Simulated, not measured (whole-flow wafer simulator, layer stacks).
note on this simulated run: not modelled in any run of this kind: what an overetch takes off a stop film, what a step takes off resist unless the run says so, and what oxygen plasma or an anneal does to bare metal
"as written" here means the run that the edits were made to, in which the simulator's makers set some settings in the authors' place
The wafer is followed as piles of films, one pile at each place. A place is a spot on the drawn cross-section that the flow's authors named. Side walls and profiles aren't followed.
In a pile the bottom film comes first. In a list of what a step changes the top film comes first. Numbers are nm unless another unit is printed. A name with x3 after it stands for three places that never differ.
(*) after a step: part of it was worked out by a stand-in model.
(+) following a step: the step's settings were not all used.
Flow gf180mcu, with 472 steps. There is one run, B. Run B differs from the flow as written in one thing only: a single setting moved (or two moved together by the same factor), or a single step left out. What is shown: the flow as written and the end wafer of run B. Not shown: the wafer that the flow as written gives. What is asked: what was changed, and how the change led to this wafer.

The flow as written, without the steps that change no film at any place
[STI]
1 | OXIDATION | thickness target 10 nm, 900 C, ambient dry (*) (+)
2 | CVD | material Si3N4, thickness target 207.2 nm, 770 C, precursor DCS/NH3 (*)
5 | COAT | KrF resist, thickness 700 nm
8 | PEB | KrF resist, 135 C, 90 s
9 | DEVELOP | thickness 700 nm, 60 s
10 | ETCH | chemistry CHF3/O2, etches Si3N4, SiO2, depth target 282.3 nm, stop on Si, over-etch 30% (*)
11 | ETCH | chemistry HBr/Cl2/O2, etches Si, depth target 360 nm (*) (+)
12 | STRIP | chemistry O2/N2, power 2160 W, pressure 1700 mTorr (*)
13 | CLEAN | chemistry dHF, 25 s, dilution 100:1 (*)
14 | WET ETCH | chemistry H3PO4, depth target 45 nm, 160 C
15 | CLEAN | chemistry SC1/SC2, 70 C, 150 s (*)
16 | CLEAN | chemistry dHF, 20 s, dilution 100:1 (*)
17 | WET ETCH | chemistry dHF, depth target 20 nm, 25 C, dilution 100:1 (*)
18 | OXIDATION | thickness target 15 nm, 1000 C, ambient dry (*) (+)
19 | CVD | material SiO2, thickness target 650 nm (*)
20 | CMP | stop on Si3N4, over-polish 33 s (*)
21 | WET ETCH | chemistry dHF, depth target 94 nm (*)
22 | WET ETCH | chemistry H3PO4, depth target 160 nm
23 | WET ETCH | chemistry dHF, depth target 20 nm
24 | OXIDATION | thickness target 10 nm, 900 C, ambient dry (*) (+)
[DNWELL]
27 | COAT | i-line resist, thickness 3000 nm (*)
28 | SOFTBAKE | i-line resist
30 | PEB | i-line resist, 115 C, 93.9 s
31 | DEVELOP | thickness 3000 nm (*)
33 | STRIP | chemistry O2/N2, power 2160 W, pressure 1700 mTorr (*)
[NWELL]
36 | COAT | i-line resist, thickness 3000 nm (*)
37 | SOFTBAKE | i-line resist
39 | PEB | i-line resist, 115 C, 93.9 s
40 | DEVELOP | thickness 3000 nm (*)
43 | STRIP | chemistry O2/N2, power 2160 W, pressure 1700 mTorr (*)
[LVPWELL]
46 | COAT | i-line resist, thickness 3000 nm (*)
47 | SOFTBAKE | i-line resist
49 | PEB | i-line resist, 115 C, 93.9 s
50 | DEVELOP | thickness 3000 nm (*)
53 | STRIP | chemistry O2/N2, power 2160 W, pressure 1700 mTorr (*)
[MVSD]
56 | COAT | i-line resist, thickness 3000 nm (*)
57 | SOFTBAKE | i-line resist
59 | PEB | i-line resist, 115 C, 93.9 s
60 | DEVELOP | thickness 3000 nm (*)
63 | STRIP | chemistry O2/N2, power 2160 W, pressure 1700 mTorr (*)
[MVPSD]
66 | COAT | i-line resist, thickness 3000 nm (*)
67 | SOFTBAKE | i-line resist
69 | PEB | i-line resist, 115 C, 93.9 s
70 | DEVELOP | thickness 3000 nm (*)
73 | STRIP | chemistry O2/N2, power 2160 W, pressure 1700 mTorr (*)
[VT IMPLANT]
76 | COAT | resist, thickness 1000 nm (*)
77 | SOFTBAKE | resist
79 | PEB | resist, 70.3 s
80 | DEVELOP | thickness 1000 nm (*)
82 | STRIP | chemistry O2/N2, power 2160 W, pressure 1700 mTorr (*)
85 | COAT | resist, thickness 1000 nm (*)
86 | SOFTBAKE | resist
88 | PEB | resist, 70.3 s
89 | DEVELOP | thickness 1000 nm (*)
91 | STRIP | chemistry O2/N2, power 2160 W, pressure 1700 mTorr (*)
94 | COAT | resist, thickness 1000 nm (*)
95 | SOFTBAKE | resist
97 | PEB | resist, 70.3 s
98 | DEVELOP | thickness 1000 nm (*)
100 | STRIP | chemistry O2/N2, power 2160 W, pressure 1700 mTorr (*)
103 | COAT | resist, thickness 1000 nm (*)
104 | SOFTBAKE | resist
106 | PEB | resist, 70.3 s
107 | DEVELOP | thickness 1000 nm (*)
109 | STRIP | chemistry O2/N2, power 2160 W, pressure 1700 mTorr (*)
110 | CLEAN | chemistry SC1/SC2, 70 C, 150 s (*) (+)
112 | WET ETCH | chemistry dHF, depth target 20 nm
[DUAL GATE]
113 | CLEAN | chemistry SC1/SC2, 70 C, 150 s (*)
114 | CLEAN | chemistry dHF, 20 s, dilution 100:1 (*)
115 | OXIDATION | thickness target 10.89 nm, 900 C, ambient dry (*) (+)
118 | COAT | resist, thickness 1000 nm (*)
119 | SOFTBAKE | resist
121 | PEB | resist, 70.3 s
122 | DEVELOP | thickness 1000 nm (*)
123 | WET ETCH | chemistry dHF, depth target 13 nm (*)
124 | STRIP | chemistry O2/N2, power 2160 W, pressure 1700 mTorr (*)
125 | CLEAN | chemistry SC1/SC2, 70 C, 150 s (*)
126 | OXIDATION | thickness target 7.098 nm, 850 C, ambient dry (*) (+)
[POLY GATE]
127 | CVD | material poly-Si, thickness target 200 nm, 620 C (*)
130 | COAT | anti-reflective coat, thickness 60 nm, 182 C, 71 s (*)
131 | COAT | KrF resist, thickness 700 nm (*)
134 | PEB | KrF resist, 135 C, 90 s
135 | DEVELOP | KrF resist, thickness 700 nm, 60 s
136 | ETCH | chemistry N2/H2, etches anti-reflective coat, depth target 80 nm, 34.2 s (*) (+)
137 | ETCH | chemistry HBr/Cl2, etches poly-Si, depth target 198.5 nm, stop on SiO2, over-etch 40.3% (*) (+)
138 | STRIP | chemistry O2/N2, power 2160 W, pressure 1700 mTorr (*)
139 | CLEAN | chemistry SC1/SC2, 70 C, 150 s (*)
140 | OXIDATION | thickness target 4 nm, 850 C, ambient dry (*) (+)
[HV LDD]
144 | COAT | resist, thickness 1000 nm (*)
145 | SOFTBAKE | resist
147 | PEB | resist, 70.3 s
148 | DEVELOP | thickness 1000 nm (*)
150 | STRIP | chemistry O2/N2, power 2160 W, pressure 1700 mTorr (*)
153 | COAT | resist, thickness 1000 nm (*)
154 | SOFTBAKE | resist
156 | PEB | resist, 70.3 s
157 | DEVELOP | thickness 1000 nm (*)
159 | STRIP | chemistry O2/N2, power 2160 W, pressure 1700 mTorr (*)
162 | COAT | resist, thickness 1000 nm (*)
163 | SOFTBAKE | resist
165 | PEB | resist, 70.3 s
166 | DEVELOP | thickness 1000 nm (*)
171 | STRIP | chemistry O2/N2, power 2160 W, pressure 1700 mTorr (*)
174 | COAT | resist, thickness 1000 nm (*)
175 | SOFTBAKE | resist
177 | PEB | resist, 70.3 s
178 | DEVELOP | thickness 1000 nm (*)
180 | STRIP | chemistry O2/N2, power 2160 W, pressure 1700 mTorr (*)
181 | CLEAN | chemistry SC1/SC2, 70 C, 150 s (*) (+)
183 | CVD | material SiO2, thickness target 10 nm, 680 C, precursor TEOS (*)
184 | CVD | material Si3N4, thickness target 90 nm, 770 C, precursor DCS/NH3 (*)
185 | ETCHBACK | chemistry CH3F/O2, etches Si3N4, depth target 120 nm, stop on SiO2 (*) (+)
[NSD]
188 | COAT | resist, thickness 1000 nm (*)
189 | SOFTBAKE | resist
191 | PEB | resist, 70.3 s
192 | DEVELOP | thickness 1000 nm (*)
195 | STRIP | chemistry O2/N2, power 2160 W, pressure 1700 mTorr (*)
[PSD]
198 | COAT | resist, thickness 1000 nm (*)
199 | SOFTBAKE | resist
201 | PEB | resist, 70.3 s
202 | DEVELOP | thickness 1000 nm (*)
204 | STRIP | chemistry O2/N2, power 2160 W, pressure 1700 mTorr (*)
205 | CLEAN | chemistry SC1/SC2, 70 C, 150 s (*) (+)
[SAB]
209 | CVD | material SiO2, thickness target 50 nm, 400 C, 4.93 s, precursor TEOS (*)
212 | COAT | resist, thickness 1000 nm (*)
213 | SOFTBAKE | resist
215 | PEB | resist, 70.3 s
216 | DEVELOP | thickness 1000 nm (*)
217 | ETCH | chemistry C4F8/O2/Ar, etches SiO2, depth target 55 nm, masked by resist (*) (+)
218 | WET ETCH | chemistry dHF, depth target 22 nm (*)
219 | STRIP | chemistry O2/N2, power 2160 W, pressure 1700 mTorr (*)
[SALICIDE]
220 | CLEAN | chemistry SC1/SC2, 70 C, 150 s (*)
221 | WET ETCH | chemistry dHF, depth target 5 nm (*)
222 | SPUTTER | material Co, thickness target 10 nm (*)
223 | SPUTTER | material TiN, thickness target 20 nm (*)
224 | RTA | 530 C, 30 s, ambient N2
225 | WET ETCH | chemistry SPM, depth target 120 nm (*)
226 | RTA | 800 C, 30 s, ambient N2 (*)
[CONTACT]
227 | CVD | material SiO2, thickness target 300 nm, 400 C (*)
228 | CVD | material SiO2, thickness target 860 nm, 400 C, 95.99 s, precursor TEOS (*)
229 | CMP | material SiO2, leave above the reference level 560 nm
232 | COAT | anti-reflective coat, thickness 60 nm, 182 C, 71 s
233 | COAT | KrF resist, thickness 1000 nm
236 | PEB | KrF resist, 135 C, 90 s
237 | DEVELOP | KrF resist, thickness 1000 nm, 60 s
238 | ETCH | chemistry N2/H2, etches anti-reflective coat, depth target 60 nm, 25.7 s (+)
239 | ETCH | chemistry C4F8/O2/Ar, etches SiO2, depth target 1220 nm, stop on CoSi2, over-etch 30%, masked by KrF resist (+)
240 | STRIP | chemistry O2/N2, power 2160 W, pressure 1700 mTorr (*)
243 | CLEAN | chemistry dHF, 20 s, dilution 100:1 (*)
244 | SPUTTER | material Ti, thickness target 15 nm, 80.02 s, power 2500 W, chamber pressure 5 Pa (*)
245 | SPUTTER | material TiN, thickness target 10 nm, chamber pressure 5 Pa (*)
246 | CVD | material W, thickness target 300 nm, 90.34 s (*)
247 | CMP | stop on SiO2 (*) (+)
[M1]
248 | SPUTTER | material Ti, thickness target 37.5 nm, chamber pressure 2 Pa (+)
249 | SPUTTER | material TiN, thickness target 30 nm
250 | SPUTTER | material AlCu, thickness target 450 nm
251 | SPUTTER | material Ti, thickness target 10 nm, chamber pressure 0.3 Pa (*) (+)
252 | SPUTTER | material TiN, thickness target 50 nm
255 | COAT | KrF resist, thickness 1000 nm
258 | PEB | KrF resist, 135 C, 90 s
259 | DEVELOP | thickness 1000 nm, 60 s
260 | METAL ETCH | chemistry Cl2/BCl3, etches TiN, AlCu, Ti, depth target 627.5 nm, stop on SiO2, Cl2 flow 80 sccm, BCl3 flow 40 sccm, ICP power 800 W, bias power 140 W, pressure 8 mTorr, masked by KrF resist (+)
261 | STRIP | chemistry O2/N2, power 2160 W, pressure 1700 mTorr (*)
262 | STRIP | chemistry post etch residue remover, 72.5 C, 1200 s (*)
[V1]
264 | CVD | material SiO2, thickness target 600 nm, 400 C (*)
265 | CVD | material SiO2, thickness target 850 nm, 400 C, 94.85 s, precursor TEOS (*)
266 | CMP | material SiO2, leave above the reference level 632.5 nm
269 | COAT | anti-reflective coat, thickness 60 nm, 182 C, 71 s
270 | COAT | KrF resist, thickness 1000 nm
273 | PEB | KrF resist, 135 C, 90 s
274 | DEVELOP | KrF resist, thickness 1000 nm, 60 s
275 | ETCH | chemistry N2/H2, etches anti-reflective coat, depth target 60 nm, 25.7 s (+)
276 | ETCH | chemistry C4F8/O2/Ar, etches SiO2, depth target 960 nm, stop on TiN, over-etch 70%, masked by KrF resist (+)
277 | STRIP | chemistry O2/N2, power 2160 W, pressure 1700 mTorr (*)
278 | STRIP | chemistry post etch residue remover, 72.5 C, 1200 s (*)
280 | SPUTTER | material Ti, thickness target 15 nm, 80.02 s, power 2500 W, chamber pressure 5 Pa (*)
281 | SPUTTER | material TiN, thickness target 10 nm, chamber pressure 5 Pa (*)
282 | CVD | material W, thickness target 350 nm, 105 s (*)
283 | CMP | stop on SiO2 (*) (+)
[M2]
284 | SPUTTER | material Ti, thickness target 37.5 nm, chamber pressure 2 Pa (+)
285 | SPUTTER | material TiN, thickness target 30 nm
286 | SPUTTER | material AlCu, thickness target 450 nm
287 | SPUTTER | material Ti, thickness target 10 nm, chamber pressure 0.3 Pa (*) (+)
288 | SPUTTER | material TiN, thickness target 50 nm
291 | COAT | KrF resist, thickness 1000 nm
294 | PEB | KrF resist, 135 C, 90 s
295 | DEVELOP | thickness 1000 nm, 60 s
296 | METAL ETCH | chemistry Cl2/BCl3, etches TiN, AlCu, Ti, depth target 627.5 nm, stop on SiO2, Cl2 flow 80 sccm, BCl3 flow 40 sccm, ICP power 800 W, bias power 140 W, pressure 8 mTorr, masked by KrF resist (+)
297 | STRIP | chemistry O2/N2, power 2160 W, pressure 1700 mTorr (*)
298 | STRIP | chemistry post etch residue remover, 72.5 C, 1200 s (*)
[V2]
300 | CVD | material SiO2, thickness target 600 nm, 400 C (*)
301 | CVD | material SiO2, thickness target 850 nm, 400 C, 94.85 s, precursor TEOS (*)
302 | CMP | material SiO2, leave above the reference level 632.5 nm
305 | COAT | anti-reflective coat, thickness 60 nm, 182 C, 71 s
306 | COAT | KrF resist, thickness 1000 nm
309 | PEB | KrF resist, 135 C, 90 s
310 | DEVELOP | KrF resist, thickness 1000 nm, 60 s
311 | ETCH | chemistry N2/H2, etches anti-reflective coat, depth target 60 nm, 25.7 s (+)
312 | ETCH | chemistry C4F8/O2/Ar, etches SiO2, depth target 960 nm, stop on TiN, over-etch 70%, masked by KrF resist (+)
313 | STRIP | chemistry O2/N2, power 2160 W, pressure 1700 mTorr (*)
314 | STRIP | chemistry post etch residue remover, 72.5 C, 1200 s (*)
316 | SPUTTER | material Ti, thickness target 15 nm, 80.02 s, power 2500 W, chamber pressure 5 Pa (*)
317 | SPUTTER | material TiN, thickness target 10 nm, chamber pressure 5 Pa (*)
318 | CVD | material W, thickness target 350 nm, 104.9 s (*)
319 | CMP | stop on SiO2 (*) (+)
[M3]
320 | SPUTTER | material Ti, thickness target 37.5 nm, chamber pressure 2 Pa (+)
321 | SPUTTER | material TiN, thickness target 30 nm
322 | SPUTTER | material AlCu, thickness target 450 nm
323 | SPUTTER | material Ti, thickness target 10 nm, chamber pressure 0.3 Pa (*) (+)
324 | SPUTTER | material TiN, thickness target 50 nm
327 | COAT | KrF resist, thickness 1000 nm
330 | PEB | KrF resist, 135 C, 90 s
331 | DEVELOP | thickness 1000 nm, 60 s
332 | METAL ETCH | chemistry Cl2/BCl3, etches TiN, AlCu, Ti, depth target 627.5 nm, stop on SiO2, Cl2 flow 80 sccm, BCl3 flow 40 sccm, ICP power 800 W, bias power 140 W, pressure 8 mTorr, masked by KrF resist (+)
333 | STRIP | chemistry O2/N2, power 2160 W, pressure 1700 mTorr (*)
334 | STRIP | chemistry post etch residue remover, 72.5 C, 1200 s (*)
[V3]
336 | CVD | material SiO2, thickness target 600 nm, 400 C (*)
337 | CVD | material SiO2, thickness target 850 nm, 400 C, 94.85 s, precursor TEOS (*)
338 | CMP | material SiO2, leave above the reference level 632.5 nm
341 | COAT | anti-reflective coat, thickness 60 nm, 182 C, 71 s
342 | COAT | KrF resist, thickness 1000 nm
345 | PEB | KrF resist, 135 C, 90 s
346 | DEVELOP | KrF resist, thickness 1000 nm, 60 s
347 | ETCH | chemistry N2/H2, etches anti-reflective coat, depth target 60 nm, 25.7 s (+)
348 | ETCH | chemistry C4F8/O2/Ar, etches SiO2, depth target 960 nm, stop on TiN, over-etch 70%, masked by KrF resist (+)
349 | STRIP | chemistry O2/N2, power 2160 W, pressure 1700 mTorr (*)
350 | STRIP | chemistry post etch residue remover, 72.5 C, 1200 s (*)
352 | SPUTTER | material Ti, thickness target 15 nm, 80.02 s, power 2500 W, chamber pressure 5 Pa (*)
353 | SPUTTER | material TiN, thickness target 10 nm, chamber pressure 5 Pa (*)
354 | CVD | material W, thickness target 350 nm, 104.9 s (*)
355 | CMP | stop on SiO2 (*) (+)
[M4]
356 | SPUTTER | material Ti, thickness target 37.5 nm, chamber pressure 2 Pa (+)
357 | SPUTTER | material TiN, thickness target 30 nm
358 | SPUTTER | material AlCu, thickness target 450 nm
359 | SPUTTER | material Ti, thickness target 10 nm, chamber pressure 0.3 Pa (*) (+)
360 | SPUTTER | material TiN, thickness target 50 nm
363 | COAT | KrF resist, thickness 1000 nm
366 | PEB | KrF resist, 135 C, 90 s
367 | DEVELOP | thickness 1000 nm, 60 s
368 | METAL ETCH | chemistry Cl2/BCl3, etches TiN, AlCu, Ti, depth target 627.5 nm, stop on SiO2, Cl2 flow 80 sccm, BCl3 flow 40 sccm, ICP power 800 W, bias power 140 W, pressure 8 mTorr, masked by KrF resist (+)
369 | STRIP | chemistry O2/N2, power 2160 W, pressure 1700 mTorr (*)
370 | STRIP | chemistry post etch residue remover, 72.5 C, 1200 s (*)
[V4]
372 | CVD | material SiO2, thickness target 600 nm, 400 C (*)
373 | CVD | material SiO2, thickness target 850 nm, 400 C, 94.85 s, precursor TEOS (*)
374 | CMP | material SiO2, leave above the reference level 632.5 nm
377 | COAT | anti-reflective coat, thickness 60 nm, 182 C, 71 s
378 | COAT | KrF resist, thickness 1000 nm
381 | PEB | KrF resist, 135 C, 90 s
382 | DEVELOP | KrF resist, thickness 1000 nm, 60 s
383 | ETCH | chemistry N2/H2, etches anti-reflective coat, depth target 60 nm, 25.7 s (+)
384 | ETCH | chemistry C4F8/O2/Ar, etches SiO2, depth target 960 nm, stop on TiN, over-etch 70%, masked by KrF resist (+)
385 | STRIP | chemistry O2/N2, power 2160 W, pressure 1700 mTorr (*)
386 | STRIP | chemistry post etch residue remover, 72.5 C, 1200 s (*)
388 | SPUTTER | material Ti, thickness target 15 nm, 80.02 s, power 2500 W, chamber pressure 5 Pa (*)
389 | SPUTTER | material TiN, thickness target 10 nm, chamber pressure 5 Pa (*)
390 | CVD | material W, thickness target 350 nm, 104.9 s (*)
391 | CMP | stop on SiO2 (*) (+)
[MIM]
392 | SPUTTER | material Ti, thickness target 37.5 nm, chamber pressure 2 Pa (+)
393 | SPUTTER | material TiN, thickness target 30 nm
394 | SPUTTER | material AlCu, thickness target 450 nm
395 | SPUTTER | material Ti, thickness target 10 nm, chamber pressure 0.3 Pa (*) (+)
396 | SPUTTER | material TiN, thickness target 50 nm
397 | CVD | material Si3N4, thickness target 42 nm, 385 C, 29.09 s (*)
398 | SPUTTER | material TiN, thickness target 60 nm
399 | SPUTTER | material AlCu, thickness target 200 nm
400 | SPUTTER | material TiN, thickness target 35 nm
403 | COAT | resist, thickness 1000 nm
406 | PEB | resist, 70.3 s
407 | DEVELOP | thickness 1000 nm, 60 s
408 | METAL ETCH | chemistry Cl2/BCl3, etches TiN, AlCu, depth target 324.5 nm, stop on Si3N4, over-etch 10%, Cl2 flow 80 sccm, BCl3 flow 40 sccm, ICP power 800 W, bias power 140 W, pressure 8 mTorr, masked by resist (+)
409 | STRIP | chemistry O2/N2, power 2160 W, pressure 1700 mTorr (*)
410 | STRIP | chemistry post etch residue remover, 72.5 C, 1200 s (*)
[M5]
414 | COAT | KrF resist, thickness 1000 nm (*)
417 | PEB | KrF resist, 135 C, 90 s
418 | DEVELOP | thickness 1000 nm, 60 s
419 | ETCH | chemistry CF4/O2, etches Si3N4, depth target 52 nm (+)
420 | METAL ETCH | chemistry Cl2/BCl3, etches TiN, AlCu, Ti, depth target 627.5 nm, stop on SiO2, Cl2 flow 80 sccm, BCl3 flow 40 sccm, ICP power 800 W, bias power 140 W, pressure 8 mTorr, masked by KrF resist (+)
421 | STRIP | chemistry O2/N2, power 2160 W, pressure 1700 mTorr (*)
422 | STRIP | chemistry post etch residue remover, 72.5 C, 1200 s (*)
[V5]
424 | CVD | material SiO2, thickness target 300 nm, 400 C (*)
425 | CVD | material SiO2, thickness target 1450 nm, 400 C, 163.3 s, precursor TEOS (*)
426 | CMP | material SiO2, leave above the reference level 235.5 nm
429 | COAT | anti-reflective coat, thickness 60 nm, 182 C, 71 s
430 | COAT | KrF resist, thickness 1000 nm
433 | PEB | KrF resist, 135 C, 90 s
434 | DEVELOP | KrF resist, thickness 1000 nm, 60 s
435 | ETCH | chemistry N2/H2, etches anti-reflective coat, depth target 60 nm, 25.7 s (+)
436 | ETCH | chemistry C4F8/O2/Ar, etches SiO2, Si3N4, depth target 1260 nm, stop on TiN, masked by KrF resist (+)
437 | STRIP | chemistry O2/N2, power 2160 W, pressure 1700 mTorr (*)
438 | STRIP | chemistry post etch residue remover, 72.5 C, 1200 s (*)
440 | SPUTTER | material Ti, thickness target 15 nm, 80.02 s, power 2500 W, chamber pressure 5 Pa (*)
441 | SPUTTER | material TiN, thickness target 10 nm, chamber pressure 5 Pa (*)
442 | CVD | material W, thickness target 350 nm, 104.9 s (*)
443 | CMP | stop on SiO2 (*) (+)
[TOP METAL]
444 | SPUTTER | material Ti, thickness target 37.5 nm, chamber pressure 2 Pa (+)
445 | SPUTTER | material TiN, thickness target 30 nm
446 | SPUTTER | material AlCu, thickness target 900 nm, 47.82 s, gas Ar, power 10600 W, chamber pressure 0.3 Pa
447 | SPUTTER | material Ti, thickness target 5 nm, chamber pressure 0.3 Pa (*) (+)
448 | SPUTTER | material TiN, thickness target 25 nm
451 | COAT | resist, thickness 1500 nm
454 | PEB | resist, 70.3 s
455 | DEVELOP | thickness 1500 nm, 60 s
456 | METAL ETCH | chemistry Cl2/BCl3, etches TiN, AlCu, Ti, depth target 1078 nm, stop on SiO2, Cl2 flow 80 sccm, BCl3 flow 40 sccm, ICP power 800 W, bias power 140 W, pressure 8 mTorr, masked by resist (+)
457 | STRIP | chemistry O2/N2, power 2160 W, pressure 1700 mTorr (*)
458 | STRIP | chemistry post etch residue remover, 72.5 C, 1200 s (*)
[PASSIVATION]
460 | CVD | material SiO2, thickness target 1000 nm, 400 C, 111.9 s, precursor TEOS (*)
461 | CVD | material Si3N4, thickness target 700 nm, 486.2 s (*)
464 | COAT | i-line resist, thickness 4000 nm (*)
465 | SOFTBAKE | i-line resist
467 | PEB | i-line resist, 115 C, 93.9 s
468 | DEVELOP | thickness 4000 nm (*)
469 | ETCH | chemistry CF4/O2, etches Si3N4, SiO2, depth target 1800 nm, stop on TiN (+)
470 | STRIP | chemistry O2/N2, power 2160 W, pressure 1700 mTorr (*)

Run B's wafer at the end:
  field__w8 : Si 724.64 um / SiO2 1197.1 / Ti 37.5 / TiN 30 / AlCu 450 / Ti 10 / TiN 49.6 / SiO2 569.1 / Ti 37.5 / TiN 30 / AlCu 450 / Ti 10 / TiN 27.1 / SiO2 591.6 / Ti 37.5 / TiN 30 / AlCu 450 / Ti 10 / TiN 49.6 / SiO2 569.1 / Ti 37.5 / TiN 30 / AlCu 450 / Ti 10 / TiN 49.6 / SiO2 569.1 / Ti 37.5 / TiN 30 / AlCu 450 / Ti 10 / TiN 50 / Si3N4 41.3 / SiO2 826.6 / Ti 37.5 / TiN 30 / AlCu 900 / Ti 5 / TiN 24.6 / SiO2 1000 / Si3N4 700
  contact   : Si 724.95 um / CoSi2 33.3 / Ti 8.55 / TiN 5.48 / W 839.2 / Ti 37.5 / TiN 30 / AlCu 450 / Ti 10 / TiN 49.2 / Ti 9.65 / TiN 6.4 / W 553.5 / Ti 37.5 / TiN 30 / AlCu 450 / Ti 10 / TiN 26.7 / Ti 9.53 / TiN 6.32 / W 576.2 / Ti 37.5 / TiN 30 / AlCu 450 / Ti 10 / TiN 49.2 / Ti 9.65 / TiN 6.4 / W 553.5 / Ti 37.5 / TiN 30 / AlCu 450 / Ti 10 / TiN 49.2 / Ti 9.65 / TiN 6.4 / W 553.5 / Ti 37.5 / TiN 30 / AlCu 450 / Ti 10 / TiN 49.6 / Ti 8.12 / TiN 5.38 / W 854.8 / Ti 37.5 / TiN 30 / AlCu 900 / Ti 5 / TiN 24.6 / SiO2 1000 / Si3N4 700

The reason: step 288, SPUTTER: thickness target 27.5 nm was run, while the flow as written has thickness target 50 nm.

The path from the change to this, step by step:
  288 | SPUTTER | material TiN, thickness target 50 nm
      field, field__w1, field__w2 and 108 more: +27.5 TiN (new film) (in the flow as written it would be: +50 TiN (new film))
  296 | METAL ETCH | chemistry Cl2/BCl3, etches TiN, AlCu, Ti, depth target 627.5 nm, stop on SiO2, Cl2 flow 80 sccm, BCl3 flow 40 sccm, ICP power 800 W, bias power 140 W, pressure 8 mTorr, masked by KrF resist (+)
      field, field__w1, field__w2 and 103 more: -27.5 TiN (all of it), -10 Ti (all of it), -450 AlCu (all of it), -30 TiN (all of it), -37.5 Ti (all of it) (in the flow as written it would be: -50 TiN (all of it), -10 Ti (all of it), -450 AlCu (all of it), -30 TiN (all of it), -37.5 Ti (all of it))
  302 | CMP | material SiO2, leave above the reference level 632.5 nm
      field__w8, contact, m1, m1__w1, m1_nw: -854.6 SiO2 (in the flow as written it would be: -877.1 SiO2)
  312 | ETCH | chemistry C4F8/O2/Ar, etches SiO2, depth target 960 nm, stop on TiN, over-etch 70%, masked by KrF resist (+)
      contact: -595 SiO2 (all of it) (in the flow as written it would be: -572.5 SiO2 (all of it))
  318 | CVD | material W, thickness target 350 nm, 104.9 s (*)
      contact: +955 W (new film) (in the flow as written it would be: +932.3 W (new film))
